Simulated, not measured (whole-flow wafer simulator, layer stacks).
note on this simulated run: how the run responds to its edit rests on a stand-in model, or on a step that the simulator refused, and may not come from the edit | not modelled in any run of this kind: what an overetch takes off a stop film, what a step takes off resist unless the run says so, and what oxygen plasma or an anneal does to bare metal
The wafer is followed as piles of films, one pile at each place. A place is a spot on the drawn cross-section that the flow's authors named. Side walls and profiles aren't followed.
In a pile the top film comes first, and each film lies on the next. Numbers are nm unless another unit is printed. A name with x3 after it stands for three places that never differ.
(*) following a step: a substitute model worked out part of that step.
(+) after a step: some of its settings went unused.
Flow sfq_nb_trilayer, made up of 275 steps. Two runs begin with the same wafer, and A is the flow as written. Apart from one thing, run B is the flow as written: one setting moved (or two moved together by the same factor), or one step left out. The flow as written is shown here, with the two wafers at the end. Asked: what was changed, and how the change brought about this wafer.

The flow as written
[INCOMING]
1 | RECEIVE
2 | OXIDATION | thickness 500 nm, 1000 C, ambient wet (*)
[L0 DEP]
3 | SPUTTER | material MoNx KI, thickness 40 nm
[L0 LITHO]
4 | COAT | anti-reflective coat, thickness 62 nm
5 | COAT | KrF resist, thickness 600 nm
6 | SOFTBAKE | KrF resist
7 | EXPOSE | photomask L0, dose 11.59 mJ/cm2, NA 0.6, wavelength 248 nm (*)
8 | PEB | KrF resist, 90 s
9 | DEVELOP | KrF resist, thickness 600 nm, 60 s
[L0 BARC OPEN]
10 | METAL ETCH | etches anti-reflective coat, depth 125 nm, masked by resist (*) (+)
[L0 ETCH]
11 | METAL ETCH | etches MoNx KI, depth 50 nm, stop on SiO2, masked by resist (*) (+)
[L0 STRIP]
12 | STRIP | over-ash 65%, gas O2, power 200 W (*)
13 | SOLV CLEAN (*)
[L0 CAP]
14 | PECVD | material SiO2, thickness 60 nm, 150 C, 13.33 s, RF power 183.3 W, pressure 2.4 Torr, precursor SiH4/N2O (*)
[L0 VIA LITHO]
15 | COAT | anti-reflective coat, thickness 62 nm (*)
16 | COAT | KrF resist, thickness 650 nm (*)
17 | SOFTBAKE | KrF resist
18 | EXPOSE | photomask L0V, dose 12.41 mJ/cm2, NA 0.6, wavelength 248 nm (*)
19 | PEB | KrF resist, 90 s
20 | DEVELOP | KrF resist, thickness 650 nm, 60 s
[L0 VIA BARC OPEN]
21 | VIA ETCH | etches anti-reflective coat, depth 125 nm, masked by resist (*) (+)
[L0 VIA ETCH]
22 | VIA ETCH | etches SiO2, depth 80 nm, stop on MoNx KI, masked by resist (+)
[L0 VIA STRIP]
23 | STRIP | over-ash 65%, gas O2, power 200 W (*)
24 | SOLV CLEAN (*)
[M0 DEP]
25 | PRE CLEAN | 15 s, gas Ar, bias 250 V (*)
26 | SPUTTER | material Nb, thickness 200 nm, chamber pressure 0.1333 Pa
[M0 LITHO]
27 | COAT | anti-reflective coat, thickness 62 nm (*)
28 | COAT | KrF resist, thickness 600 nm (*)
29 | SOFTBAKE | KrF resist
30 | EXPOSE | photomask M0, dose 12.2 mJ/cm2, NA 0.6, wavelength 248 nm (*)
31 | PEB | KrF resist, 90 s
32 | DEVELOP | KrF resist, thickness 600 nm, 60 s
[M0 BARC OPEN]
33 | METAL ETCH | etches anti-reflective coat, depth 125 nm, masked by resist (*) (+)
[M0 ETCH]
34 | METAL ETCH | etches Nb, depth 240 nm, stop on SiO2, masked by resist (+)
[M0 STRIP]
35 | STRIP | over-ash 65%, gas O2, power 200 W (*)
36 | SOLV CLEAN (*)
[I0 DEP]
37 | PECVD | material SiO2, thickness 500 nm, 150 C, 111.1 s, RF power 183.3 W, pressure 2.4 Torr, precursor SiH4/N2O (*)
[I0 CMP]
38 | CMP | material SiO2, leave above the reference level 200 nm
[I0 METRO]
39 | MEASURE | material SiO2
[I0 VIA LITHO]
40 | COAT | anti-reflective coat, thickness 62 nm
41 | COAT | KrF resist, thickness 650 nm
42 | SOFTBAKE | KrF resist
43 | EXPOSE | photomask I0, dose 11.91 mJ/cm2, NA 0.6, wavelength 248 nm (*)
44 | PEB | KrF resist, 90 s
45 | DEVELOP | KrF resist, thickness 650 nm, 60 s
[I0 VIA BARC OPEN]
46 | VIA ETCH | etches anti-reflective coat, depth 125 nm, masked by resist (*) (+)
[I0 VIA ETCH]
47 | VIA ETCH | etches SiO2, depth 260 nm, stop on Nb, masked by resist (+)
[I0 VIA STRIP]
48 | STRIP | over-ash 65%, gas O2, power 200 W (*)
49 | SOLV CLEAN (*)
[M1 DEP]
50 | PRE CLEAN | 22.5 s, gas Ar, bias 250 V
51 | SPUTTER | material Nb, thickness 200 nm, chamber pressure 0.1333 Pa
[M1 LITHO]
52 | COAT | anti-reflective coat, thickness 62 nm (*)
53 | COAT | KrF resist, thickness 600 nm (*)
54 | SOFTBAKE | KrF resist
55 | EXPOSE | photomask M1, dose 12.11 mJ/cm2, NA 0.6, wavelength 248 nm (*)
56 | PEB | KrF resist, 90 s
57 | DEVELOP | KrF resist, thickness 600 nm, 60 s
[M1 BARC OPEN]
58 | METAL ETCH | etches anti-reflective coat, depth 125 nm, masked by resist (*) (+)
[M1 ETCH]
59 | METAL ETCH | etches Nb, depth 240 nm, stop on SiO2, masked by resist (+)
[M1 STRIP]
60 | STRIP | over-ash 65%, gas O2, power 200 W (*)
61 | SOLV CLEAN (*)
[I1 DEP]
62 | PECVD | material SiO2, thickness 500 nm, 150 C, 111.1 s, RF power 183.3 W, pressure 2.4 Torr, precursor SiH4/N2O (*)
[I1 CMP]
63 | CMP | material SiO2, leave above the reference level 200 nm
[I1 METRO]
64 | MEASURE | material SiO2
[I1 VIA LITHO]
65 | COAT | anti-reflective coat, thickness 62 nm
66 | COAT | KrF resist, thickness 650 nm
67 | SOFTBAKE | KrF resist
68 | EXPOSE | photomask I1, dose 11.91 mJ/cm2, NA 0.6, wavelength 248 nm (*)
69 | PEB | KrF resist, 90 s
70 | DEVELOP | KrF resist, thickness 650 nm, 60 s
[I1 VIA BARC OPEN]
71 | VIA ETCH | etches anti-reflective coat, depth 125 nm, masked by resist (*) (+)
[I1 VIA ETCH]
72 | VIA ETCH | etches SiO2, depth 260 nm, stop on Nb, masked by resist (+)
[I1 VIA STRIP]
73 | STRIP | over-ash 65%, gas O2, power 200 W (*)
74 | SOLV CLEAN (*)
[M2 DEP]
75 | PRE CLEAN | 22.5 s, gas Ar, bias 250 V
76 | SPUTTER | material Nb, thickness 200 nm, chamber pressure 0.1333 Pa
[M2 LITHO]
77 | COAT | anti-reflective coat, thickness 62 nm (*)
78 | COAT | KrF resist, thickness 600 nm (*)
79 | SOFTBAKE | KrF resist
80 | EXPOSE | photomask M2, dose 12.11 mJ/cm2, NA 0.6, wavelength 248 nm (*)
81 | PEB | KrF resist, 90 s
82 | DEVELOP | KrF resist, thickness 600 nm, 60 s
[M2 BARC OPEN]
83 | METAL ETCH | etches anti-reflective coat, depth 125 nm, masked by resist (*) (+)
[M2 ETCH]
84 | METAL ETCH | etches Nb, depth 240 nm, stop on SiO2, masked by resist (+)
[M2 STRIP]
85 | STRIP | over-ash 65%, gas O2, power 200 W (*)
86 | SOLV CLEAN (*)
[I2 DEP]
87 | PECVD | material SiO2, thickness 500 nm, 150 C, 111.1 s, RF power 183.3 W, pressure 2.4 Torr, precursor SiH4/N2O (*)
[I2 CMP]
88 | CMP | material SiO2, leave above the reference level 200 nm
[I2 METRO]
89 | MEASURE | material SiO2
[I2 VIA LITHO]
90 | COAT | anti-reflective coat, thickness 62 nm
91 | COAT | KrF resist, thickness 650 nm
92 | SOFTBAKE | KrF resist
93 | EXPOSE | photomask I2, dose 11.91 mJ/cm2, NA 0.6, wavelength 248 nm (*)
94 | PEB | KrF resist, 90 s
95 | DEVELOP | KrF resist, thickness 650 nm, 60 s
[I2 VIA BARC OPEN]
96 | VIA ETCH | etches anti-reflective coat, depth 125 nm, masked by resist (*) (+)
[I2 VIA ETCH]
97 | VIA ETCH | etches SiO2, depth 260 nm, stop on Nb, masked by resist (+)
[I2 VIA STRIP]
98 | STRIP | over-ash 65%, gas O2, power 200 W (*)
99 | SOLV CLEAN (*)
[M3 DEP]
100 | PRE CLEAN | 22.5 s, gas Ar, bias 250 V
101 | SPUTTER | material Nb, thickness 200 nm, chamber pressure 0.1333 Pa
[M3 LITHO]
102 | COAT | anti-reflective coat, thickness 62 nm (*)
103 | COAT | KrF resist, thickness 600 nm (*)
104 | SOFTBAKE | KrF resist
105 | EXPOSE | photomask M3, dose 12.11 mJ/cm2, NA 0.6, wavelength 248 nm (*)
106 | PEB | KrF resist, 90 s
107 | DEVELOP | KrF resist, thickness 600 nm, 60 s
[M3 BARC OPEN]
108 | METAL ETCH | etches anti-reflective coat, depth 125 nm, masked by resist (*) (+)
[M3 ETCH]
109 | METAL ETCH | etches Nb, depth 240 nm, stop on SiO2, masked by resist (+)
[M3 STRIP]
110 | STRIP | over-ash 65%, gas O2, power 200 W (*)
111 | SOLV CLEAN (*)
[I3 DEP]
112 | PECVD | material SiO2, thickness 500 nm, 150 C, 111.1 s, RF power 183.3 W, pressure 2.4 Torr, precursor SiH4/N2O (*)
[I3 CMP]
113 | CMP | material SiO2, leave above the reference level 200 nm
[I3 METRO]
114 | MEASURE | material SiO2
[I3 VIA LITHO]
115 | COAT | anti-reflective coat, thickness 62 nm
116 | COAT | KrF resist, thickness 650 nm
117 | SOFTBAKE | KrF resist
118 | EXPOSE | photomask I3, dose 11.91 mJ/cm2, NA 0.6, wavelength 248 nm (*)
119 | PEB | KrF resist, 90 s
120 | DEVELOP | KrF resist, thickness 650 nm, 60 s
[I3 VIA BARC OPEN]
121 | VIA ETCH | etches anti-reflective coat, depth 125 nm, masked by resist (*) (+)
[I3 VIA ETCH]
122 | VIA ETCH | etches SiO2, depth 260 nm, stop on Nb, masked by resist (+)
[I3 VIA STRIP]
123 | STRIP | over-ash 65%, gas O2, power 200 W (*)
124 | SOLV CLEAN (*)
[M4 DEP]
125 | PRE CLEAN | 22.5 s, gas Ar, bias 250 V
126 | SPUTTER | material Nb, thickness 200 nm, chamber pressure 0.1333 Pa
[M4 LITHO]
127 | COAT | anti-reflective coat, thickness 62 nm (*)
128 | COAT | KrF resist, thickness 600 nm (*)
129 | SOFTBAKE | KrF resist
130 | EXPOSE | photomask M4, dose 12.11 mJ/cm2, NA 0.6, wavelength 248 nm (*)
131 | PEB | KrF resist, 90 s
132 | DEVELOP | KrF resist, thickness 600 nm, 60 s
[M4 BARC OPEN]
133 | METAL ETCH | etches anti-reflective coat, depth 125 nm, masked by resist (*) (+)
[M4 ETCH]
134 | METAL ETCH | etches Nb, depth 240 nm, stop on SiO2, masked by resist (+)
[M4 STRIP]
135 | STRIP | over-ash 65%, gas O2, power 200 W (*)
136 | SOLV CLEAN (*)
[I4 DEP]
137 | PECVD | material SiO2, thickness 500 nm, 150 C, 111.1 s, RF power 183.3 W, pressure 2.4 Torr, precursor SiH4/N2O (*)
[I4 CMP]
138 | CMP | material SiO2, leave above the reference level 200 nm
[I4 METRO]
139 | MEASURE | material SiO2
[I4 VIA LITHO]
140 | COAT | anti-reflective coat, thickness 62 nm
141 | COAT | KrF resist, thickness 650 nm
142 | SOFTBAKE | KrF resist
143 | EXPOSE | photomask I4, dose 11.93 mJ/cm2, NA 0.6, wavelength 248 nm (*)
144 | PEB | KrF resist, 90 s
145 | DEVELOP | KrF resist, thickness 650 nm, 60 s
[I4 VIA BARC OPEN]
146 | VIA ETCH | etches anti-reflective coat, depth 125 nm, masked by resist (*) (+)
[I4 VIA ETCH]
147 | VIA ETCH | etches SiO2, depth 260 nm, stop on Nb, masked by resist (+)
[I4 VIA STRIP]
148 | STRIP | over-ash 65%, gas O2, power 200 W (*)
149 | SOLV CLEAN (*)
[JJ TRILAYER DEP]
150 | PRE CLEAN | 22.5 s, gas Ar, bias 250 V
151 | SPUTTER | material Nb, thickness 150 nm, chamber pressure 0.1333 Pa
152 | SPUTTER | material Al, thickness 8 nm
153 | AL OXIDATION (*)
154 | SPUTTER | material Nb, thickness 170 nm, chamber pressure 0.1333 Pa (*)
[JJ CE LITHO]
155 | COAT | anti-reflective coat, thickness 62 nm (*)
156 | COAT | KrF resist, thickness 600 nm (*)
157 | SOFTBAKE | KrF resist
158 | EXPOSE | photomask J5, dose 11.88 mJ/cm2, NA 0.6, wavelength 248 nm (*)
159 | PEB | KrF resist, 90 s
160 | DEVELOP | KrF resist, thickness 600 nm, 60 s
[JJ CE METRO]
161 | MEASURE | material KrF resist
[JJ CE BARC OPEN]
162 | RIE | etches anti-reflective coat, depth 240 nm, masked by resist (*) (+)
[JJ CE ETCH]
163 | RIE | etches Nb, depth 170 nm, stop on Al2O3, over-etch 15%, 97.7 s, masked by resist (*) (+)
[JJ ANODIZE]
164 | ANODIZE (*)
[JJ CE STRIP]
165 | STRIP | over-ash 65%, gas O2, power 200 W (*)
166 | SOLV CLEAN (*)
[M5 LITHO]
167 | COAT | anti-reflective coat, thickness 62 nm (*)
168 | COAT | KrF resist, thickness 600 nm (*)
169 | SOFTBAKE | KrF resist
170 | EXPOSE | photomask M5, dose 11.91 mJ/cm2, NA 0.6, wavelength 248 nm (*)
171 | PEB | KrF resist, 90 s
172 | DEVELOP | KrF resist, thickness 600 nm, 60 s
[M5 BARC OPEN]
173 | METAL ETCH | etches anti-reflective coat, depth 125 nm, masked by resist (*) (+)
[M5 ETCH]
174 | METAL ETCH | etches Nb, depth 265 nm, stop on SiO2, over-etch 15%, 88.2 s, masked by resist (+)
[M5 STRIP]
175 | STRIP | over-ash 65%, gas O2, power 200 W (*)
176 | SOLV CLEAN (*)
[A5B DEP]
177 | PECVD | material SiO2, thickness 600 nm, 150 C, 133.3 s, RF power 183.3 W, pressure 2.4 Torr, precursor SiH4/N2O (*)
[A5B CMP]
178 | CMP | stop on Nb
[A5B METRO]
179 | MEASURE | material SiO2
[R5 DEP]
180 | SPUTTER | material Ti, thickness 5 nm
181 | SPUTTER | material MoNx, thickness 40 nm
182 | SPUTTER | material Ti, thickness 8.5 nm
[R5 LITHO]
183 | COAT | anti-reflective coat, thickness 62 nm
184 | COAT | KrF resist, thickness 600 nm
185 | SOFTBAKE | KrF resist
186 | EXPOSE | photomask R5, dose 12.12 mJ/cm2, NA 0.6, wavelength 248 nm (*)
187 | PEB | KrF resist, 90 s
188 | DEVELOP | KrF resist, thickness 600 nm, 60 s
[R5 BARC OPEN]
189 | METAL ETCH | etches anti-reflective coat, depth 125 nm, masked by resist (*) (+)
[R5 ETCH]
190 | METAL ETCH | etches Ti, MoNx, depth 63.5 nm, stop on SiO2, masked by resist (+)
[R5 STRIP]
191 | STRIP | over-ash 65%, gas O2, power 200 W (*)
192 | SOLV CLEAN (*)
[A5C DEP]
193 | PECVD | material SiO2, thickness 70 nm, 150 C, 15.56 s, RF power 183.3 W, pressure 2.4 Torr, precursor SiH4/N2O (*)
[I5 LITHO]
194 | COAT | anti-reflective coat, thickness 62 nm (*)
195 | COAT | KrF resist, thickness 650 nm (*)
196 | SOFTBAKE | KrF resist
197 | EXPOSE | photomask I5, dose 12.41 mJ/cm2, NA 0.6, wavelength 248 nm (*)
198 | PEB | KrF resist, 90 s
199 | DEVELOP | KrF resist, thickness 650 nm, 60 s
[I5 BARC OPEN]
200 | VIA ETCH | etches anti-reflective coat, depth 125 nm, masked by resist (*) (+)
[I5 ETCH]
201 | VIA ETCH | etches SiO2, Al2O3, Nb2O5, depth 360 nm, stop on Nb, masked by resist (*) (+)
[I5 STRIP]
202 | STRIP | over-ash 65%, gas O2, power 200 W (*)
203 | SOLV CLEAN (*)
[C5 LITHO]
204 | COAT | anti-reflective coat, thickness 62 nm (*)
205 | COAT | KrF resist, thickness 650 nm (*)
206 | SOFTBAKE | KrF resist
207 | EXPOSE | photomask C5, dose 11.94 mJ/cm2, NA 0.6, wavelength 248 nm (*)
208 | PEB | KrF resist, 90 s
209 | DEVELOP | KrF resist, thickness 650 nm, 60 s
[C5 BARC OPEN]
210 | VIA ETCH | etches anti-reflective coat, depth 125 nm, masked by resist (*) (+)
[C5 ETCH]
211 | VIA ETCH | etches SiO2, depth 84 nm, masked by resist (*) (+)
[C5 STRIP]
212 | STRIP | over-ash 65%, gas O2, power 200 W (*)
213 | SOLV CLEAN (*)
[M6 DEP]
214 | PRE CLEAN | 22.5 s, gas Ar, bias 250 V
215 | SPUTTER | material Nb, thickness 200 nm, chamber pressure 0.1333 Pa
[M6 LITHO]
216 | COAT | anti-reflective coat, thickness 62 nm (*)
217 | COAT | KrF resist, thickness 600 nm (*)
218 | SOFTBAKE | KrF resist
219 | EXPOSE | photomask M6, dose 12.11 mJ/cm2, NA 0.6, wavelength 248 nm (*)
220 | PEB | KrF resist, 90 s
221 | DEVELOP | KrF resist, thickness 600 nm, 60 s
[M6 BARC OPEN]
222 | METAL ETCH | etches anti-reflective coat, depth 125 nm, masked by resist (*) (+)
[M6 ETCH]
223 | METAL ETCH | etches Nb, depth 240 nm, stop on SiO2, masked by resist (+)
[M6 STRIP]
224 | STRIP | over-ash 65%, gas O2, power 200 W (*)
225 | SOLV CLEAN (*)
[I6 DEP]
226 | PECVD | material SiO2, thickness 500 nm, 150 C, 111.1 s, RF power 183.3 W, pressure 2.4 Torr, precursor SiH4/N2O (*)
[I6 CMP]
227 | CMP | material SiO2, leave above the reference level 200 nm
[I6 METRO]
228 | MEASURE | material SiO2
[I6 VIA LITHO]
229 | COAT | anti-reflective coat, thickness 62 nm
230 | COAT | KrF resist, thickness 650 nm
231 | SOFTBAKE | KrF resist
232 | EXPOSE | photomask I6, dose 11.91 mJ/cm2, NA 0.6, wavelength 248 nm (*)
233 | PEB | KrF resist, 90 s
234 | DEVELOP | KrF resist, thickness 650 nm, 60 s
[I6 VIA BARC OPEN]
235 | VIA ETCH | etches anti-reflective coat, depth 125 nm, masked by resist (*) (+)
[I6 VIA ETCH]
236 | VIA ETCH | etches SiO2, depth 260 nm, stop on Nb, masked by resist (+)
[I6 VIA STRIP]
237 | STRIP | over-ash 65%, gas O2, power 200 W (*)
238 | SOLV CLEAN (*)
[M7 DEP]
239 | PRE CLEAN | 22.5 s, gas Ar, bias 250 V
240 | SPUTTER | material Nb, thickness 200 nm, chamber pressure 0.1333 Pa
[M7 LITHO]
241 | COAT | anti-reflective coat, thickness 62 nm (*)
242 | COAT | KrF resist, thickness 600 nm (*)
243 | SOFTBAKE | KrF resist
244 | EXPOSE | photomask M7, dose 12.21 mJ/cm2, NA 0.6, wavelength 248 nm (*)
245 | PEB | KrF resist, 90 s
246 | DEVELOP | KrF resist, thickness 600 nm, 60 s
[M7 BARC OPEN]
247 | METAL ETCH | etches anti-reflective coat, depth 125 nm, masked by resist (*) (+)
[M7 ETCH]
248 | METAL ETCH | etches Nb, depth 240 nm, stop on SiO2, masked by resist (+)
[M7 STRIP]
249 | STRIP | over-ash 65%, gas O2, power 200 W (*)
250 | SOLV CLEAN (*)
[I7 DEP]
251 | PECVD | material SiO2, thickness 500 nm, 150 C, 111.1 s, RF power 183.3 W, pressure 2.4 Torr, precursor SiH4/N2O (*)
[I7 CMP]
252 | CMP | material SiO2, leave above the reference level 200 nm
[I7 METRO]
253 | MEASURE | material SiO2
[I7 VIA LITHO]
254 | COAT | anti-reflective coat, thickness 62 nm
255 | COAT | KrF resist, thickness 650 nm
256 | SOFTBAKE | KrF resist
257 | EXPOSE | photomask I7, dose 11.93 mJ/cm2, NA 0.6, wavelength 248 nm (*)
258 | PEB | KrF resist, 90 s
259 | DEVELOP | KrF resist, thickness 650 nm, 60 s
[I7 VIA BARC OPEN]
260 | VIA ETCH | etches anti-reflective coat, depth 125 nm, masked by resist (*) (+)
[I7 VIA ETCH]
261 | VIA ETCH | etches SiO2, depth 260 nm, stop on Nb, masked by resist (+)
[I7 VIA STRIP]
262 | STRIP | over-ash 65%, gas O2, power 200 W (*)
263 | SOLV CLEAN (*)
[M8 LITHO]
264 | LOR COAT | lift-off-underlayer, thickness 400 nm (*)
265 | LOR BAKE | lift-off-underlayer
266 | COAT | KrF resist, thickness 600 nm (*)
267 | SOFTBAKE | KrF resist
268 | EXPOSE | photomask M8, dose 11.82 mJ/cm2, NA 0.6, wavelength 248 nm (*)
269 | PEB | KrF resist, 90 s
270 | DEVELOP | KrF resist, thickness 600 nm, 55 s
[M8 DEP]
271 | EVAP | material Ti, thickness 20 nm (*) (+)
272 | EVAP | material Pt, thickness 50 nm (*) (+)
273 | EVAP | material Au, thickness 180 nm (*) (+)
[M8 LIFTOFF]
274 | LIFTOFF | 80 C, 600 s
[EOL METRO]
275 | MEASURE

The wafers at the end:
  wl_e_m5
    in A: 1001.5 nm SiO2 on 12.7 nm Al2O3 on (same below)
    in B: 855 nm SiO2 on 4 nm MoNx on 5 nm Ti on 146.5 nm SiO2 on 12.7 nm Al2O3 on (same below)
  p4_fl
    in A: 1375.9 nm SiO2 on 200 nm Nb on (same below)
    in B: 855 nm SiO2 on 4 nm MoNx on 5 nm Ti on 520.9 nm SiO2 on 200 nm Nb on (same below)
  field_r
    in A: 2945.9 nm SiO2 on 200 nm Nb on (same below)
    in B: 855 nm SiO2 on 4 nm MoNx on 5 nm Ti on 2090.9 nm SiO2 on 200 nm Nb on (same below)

What caused this: step 181, SPUTTER: thickness 59 nm was run, whereas the flow has thickness 40 nm.

The path from the change to this, step by step:
  181 | SPUTTER | material MoNx, thickness 40 nm
      field_l, v_sur, via_wl and 103 more: A MoNx gains 40 (new film) | B MoNx gains 59 (new film)
  190 | METAL ETCH | etches Ti, MoNx, depth 63.5 nm, stop on SiO2, masked by resist (+)
      field_l, v_sur, via_wl and 92 more: A Ti loses 8.5 (all of it), MoNx loses 40 (all of it), Ti loses 5 (all of it) | B Ti loses 8.5 (all of it), MoNx loses 55
      ce_l, c5j, ce_r, wl_jj: A Ti loses 8.5 (all of it), MoNx loses 40 (all of it), Ti loses 5 (all of it), Nb loses 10 | B Ti loses 8.5 (all of it), MoNx loses 55
  193 | PECVD | material SiO2, thickness 70 nm, 150 C, 15.56 s, RF power 183.3 W, pressure 2.4 Torr, precursor SiH4/N2O (*)
      field_l, v_sur, via_wl and 92 more: A SiO2 gains 70 | B SiO2 gains 70 (new film)
  194 | COAT | anti-reflective coat, thickness 62 nm (*)
      wl_j_sl, wl_j_sr: A anti-reflective coat gains 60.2 (new film) | B anti-reflective coat gains 62 (new film)
      r5r_spacepad_l, r5r_spacepad_r: A anti-reflective coat gains 84.4 (new film) | B anti-reflective coat gains 88.7 (new film)
      (also at 12 further places)
  201 | VIA ETCH | etches SiO2, Al2O3, Nb2O5, depth 360 nm, stop on Nb, masked by resist (*) (+)
      be: A SiO2 loses 216.4 (all of it), Al2O3 loses 12.7 (all of it), Nb2O5 loses 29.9 (all of it) | B SiO2 loses 69.8 (all of it), MoNx loses 4 (all of it), Ti loses 5 (all of it), SiO2 loses 146.5 (all of it), Al2O3 loses 12.7 (all of it), Nb2O5 loses 29.9 (all of it)
  202 | STRIP | over-ash 65%, gas O2, power 200 W (*)
      wl_j_sl, wl_j_sr: A KrF resist loses 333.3 (all of it), anti-reflective coat loses 60.2 (all of it) | B KrF resist loses 333 (all of it), anti-reflective coat loses 62 (all of it)
      r5r_spacepad_l, r5r_spacepad_r: A KrF resist loses 335.6 (all of it), anti-reflective coat loses 84.4 (all of it) | B KrF resist loses 335.9 (all of it), anti-reflective coat loses 88.7 (all of it)
      (also at 12 further places)
  204 | COAT | anti-reflective coat, thickness 62 nm (*)
      wl_j_sl, wl_j_sr: A anti-reflective coat gains 60.2 (new film) | B anti-reflective coat gains 62 (new film)
      r5r_spacepad_l, r5r_spacepad_r: A anti-reflective coat gains 84.4 (new film) | B anti-reflective coat gains 88.7 (new film)
      (also at 12 further places)
  210 | VIA ETCH | etches anti-reflective coat, depth 125 nm, masked by resist (*) (+)
      c5j: A anti-reflective coat loses 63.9 (all of it), SiO2 loses 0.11 | B anti-reflective coat loses 61.2 (all of it), SiO2 loses 0.11
  211 | VIA ETCH | etches SiO2, depth 84 nm, masked by resist (*) (+)
      c5j: A SiO2 loses 69.9 (all of it), Nb loses 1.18 | B SiO2 loses 69.9 (all of it)
  212 | STRIP | over-ash 65%, gas O2, power 200 W (*)
      wl_j_sl, wl_j_sr: A KrF resist loses 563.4 (all of it), anti-reflective coat loses 60.2 (all of it) | B KrF resist loses 564 (all of it), anti-reflective coat loses 62 (all of it)
      r5r_spacepad_l, r5r_spacepad_r: A KrF resist loses 565.8 (all of it), anti-reflective coat loses 84.4 (all of it) | B KrF resist loses 566.9 (all of it), anti-reflective coat loses 88.7 (all of it)
      (also at 11 further places)
  214 | PRE CLEAN | 22.5 s, gas Ar, bias 250 V
      c5j: A Nb loses 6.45 | B MoNx loses 4 (all of it), Ti loses 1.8
  215 | SPUTTER | material Nb, thickness 200 nm, chamber pressure 0.1333 Pa
      c5j: A Nb gains 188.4 | B Nb gains 189.1 (new film)
  216 | COAT | anti-reflective coat, thickness 62 nm (*)
      r5r_line_l, r5r_line_c, r5r_line_r: A anti-reflective coat gains 50 (new film) | B anti-reflective coat gains 48.6 (new film)
      wl_j_sl, wl_j_sr: A anti-reflective coat gains 60.2 (new film) | B anti-reflective coat gains 62 (new film)
      (also at 11 further places)
  222 | METAL ETCH | etches anti-reflective coat, depth 125 nm, masked by resist (*) (+)
      r5r_line_l, r5r_line_c, r5r_line_r: A anti-reflective coat loses 50 (all of it) | B anti-reflective coat loses 48.6 (all of it)
      r5r_spacepad_l, r5r_spacepad_r: A anti-reflective coat loses 85.7 (all of it) | B anti-reflective coat loses 90.7 (all of it)
      (also at 1 further place)
  224 | STRIP | over-ash 65%, gas O2, power 200 W (*)
      wl_j_sl, wl_j_sr: A KrF resist loses 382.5 (all of it), anti-reflective coat loses 60.2 (all of it) | B KrF resist loses 382.4 (all of it), anti-reflective coat loses 62 (all of it)
      jj_sur: A KrF resist loses 378.5 (all of it), anti-reflective coat loses 56.1 (all of it) | B KrF resist loses 378.3 (all of it), anti-reflective coat loses 58.9 (all of it)
      (also at 7 further places)
  227 | CMP | material SiO2, leave above the reference level 200 nm
      r5r_line_l, r5r_spacepad_l, r5r_spacepad_r, r5r_line_c, r5r_line_r: A SiO2 loses 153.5 | B SiO2 loses 163.5
      ce_l, ce_r, wl_jj: A SiO2 loses 290 | B SiO2 loses 300
      (also at 5 further places)
Taking metal films that touch as one body, wl_e_m5 has 7 bodies (between them, from the top down: SiO2 146.5 / Al2O3 12.7 / Nb2O5 29.9; SiO2 192.5; SiO2 192.5; SiO2 192.5; SiO2 192.5; SiO2 192.5); the flow as written gives 6 bodies (between them, from the top down: SiO2 192.5; SiO2 192.5; SiO2 192.5; SiO2 192.5; SiO2 192.5).
Taking metal films that touch as one body, p4_fl has 3 bodies (between them, from the top down: SiO2 520.9; SiO2 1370); the flow as written gives 2 bodies (between them, from the top down: SiO2 1370).
Taking metal films that touch as one body, field_r has 2 bodies (between them, from the top down: SiO2 2090.9); the flow as written gives 1 body.
